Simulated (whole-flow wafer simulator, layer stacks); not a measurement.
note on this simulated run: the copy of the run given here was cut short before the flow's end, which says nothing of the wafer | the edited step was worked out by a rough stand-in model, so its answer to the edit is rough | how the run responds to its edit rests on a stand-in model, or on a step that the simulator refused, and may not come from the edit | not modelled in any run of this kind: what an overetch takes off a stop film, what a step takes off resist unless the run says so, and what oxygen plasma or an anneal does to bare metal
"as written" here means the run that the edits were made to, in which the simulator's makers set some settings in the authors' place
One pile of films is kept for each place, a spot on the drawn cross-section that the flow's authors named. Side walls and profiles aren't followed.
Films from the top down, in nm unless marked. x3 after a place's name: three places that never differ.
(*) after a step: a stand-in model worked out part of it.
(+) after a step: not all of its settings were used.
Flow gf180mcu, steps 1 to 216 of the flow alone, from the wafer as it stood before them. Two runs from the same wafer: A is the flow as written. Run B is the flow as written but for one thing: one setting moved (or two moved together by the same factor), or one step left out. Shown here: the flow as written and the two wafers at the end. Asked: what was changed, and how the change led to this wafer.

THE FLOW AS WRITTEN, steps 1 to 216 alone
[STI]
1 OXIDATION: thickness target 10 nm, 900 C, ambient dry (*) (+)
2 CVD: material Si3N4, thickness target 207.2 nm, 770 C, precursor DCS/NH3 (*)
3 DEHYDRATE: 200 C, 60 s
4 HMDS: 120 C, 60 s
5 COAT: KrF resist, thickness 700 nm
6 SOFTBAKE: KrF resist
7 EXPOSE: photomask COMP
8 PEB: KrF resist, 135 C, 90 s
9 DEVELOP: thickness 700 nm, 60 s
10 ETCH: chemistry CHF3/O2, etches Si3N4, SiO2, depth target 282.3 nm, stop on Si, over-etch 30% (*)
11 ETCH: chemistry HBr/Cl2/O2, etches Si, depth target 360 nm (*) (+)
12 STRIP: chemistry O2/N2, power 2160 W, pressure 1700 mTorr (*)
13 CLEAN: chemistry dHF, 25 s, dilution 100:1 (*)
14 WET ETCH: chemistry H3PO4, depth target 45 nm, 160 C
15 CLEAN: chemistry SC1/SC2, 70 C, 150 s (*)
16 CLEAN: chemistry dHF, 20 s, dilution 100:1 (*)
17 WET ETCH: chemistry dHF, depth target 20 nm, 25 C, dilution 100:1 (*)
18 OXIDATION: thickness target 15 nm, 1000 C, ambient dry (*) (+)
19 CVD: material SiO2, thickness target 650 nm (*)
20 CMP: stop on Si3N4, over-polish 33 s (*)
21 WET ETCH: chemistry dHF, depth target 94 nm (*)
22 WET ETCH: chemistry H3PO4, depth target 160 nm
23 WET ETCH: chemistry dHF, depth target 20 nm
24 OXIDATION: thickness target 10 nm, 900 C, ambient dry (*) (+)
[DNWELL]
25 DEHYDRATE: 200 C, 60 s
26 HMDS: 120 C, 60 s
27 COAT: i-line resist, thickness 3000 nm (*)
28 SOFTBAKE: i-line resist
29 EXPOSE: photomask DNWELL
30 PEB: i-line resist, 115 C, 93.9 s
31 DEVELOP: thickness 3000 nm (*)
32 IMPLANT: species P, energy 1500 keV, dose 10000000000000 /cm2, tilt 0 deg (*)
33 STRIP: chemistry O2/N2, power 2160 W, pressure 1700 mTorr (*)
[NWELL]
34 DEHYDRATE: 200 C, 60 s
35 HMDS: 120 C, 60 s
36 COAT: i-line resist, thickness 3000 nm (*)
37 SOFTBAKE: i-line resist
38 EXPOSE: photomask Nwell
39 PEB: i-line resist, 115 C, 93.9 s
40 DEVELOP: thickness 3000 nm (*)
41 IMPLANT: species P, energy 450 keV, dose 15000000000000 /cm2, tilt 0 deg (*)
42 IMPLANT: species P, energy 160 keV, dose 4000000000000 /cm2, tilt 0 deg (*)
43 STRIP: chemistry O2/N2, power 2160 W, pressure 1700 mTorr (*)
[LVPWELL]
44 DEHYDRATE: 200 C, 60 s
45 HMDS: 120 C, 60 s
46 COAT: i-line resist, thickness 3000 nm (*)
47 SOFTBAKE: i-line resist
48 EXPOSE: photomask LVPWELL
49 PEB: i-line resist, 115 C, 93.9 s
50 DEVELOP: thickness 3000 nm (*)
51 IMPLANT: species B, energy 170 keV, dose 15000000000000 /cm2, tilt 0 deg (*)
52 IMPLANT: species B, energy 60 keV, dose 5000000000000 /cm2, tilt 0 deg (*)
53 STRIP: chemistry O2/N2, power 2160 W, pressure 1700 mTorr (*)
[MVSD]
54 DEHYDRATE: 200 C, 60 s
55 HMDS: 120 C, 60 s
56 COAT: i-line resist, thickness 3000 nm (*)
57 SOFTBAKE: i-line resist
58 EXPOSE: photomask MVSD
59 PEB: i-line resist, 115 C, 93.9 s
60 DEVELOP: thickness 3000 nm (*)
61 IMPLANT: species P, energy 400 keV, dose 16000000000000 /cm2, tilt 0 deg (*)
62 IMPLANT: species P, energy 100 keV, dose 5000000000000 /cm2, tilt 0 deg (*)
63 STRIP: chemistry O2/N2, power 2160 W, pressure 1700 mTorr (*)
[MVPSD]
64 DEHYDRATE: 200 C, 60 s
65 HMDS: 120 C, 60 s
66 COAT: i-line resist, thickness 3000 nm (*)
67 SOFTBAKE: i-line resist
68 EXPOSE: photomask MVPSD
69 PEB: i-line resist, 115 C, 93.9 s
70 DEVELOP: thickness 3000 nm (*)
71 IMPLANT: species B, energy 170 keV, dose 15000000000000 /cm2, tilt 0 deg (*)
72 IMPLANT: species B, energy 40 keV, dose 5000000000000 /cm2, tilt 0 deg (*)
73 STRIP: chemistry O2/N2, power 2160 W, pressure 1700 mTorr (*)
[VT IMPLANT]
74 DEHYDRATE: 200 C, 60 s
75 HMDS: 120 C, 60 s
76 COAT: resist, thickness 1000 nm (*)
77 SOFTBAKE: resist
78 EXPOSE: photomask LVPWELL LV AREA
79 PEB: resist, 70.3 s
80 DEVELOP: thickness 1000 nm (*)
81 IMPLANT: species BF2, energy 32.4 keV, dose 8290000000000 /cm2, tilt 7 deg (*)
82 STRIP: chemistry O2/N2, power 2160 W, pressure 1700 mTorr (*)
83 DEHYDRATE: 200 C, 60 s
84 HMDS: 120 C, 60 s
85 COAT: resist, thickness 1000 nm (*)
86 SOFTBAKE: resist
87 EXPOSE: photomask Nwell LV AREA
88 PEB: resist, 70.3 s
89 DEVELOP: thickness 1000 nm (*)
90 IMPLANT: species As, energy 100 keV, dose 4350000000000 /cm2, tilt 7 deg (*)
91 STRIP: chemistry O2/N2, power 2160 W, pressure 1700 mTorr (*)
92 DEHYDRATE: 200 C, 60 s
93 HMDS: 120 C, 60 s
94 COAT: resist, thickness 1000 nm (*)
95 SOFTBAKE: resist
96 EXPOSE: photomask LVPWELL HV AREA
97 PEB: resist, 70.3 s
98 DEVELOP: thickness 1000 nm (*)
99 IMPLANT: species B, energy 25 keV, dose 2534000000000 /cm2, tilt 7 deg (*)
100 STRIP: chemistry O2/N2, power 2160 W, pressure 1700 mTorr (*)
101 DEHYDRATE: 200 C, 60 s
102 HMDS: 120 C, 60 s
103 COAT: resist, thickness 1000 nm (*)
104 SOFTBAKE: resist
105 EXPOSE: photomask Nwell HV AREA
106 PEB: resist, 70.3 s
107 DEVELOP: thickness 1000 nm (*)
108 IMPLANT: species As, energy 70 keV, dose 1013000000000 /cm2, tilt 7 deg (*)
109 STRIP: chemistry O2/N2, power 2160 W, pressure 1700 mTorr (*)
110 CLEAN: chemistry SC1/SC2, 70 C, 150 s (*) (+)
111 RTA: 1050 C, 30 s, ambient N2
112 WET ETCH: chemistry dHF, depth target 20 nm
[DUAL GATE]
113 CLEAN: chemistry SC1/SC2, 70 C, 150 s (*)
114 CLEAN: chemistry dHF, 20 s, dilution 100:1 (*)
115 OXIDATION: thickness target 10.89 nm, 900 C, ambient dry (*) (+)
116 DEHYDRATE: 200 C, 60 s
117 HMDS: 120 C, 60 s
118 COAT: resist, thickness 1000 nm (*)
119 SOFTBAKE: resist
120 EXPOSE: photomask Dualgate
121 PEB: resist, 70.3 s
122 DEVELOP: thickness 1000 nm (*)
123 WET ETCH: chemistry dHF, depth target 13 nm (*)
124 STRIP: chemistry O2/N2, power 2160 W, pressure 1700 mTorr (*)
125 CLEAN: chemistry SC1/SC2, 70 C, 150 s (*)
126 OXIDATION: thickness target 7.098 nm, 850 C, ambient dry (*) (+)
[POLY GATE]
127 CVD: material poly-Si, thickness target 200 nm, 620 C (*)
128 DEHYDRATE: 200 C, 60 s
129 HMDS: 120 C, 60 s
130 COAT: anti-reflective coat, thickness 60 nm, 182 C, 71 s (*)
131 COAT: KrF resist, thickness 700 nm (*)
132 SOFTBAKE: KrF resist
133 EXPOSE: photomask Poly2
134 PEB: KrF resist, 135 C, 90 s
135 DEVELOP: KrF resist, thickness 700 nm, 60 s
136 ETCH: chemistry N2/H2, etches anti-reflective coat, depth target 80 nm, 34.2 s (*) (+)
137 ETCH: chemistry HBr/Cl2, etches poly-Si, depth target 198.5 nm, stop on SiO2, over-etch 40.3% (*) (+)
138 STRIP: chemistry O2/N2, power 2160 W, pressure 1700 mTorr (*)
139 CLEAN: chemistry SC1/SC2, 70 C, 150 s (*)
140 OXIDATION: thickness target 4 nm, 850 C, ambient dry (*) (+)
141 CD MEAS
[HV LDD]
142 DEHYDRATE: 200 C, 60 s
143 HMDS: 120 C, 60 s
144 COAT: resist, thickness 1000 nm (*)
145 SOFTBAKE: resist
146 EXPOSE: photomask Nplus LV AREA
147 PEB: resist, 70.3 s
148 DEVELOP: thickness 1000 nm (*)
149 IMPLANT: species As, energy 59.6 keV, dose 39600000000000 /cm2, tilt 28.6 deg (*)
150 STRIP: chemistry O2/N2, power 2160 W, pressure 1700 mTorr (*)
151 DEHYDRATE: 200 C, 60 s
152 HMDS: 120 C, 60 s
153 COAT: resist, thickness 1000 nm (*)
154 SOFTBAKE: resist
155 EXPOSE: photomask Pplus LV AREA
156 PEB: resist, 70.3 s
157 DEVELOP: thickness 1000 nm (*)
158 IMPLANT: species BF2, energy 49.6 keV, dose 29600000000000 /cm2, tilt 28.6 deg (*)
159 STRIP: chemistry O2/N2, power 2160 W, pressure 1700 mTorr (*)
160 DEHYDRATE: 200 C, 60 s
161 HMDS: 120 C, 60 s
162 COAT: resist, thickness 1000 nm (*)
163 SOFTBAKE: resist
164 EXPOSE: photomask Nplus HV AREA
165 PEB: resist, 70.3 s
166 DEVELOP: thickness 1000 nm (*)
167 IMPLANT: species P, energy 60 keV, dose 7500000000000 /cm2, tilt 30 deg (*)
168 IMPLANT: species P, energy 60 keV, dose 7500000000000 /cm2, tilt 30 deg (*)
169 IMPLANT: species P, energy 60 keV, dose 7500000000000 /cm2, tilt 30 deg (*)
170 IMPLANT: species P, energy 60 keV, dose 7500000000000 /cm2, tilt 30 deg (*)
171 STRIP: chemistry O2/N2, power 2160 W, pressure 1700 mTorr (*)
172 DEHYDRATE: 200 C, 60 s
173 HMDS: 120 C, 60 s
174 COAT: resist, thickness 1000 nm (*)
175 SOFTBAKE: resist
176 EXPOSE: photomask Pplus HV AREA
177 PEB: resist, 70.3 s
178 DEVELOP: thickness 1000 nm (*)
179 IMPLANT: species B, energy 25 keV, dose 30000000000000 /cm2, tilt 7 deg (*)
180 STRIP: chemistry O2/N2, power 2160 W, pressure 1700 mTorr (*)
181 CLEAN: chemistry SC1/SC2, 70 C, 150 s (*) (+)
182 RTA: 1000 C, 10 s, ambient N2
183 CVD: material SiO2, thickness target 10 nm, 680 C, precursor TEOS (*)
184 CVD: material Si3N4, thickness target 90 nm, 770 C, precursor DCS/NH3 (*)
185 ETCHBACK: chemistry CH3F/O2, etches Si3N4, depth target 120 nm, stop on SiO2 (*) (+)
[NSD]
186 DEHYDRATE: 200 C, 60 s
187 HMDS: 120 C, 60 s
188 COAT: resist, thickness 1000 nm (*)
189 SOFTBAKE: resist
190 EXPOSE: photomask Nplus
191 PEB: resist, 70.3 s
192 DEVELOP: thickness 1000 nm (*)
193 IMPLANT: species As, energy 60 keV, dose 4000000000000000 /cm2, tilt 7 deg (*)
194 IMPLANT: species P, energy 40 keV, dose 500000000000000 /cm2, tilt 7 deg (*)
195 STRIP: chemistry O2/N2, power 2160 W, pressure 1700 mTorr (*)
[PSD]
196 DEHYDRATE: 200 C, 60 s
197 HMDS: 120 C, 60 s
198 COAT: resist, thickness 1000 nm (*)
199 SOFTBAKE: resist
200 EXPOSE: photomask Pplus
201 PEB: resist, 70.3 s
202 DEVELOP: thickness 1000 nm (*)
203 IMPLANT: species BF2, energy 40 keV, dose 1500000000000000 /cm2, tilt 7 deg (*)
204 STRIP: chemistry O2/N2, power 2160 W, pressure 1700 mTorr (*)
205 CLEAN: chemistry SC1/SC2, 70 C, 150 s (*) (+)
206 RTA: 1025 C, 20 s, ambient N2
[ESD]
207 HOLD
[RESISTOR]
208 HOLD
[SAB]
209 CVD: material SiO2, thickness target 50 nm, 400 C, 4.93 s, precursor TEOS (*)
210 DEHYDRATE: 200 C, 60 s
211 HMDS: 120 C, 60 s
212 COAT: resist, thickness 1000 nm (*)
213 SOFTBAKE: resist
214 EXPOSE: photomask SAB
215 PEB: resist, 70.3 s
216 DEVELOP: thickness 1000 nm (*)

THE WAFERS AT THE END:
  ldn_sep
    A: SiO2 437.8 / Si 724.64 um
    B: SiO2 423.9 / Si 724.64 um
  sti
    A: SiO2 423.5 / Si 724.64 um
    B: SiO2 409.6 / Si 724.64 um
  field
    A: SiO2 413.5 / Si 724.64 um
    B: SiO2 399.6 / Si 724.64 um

The cause: step 21, WET ETCH: depth target 108 nm was run, where the flow has depth target 94 nm.

How the change led to this, step by step:
  21 WET ETCH: chemistry dHF, depth target 94 nm (*)
      active, n_well, p_well and 40 more: A Si3N4 -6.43 | B Si3N4 -7.38
      field, field_sub, sti and 34 more: A SiO2 -94 | B SiO2 -108
  28 SOFTBAKE: i-line resist
      nw_enc_fld: A i-line resist -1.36 | B i-line resist +2.25
      ldn_fp, ldn_drn: A i-line resist +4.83 | B i-line resist +3.16
      (and at 42 more places)
  37 SOFTBAKE: i-line resist
      nw_enc_fld: A i-line resist -1.36 | B i-line resist +2.25
      ldn_fp, ldn_drn: A i-line resist +4.83 | B i-line resist +3.16
      (and at 42 more places)
  47 SOFTBAKE: i-line resist
      nw_enc_fld: A i-line resist -1.36 | B i-line resist +2.25
      ldn_fp, ldn_drn: A i-line resist +4.83 | B i-line resist +3.16
      (and at 42 more places)
  57 SOFTBAKE: i-line resist
      nw_enc_fld: A i-line resist -1.36 | B i-line resist +2.25
      ldn_fp, ldn_drn: A i-line resist +4.83 | B i-line resist +3.16
      (and at 42 more places)
  67 SOFTBAKE: i-line resist
      nw_enc_fld: A i-line resist -1.36 | B i-line resist +2.25
      ldn_fp, ldn_drn: A i-line resist +4.83 | B i-line resist +3.16
      (and at 42 more places)
  77 SOFTBAKE: resist
      field_sub__w2: A resist -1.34 | B resist -0.78
      gate_p_hv: A resist +1.75 | B resist +1.03
      (and at 3 more places)
  86 SOFTBAKE: resist
      field_sub__w2: A resist -1.34 | B resist -0.78
      gate_p_hv: A resist +1.75 | B resist +1.03
      (and at 3 more places)
  95 SOFTBAKE: resist
      field_sub__w2: A resist -1.34 | B resist -0.78
      gate_p_hv: A resist +1.75 | B resist +1.03
      (and at 3 more places)
  104 SOFTBAKE: resist
      field_sub__w2: A resist -1.34 | B resist -0.78
      gate_p_hv: A resist +1.75 | B resist +1.03
      (and at 3 more places)
  119 SOFTBAKE: resist
      field_sub__w2: A resist -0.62 | B nothing
      contact: A resist -0.53 | B nothing
      (and at 5 more places)
  130 COAT: anti-reflective coat, thickness 60 nm, 182 C, 71 s (*)
      p_well, spacer, sd_n: A anti-reflective coat +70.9 (new film) | B anti-reflective coat +57.5 (new film)
      ldn_ch, ldp_ch: A anti-reflective coat +66.7 (new film) | B anti-reflective coat +62 (new film)
      (and at 73 more places)
  136 ETCH: chemistry N2/H2, etches anti-reflective coat, depth target 80 nm, 34.2 s (*) (+)
      p_well, spacer, sd_n: A anti-reflective coat -70.9 (all of it), poly-Si -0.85 | B anti-reflective coat -57.5 (all of it), poly-Si -1.19
      ldn_dft, ldp_dft: A anti-reflective coat -48.7 (all of it), poly-Si -1.42 | B anti-reflective coat -56.2 (all of it), poly-Si -1.23
      (and at 50 more places)
  138 STRIP: chemistry O2/N2, power 2160 W, pressure 1700 mTorr (*)
      gate: A chemical SiO2 +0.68 (new film), KrF resist -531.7 (all of it), anti-reflective coat -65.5 (all of it), poly-Si -0.3 | B chemical SiO2 +0.69 (new film), KrF resist -529.9 (all of it), anti-reflective coat -59.4 (all of it), poly-Si -0.3
      gate_hv: A chemical SiO2 +0.68 (new film), KrF resist -528.4 (all of it), anti-reflective coat -61 (all of it), poly-Si -0.3 | B chemical SiO2 +0.69 (new film), KrF resist -524.8 (all of it), anti-reflective coat -59 (all of it), poly-Si -0.3
      (and at 21 more places)
  144 COAT: resist, thickness 1000 nm (*)
      field__w6: A resist +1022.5 (new film) | B resist +1053.3 (new film)
  145 SOFTBAKE: resist
      field: A resist -0.3 | B resist +2.83
      nw_enc_fld_lv__w3: A resist +2.63 | B resist -0.98
      (and at 8 more places)
  ... 16 more steps ...
  213 SOFTBAKE: resist
      nw_enc_fld_lv__w3: A resist +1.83 | B resist -2.03
      iso_ptap_sub: A resist +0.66 | B nothing
      (and at 11 more places)
